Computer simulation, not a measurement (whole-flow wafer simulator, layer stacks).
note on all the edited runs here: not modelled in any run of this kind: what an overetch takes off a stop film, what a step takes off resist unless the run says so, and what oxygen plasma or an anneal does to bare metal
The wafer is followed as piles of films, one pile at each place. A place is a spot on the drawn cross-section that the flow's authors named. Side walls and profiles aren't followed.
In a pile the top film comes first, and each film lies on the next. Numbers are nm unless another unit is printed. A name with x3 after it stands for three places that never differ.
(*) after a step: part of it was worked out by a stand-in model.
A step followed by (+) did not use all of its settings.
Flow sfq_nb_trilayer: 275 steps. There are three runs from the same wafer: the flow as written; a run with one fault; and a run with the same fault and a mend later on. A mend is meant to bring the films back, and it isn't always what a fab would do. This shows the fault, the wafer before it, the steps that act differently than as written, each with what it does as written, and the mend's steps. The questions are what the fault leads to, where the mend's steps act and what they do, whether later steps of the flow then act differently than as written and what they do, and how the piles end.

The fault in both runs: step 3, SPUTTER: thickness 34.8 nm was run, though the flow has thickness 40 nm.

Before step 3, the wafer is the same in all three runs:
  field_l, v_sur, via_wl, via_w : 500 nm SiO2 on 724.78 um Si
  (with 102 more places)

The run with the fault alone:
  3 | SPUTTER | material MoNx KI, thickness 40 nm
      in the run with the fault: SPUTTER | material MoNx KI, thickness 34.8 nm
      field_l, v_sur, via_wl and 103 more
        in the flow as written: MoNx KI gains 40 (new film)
        in the run with the fault: MoNx KI gains 34.8 (new film)
  Steps later in the flow that act otherwise than as written (not shown: 9 more steps that differ only slightly, by at most 2% or 0.5 nm, whichever is larger):
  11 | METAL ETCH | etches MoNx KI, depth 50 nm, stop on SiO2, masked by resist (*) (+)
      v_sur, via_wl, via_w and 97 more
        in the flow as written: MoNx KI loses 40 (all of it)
        in the run with the fault: MoNx KI loses 34.8 (all of it)
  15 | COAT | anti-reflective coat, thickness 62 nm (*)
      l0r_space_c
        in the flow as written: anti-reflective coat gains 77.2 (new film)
        in the run with the fault: anti-reflective coat gains 75.3 (new film)
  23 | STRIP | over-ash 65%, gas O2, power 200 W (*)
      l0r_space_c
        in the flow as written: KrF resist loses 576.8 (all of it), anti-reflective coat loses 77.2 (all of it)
        in the run with the fault: KrF resist loses 574.5 (all of it), anti-reflective coat loses 75.3 (all of it)
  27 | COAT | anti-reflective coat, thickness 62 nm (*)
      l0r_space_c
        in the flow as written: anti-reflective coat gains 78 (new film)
        in the run with the fault: anti-reflective coat gains 75.8 (new film)
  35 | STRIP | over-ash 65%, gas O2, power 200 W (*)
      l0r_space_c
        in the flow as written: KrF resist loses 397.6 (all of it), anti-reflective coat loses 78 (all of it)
        in the run with the fault: KrF resist loses 395.6 (all of it), anti-reflective coat loses 75.8 (all of it)
  By the end, the piles at field_l, l0_sur, l0v, l0r_line_l, l0r_line_c, l0r_line_r depart from the flow's by more than 2% or 0.5 nm, whichever is larger.
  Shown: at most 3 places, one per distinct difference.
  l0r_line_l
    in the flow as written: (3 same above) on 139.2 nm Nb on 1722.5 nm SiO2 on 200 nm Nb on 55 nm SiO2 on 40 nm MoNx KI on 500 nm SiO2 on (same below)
    in the run with the fault: (3 same above) on 139.2 nm Nb on 1727.7 nm SiO2 on 200 nm Nb on 55 nm SiO2 on 34.8 nm MoNx KI on 500 nm SiO2 on (same below)
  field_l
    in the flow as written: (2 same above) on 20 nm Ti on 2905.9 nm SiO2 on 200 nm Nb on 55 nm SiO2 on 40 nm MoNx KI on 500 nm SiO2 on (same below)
    in the run with the fault: (2 same above) on 20 nm Ti on 2911.1 nm SiO2 on 200 nm Nb on 55 nm SiO2 on 34.8 nm MoNx KI on 500 nm SiO2 on (same below)
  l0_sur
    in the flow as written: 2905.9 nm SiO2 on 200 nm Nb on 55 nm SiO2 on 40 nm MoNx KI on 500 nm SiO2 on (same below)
    in the run with the fault: 2911.1 nm SiO2 on 200 nm Nb on 55 nm SiO2 on 34.8 nm MoNx KI on 500 nm SiO2 on (same below)

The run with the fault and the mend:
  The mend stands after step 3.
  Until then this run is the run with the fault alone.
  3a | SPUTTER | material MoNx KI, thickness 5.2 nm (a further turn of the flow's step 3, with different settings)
      field_l, v_sur, via_wl and 103 more
        MoNx KI gains 5.2
  Every later step of the flow that is run acts as written at every place that is followed.
  At every place that both follow, the piles at the end match the flow's.
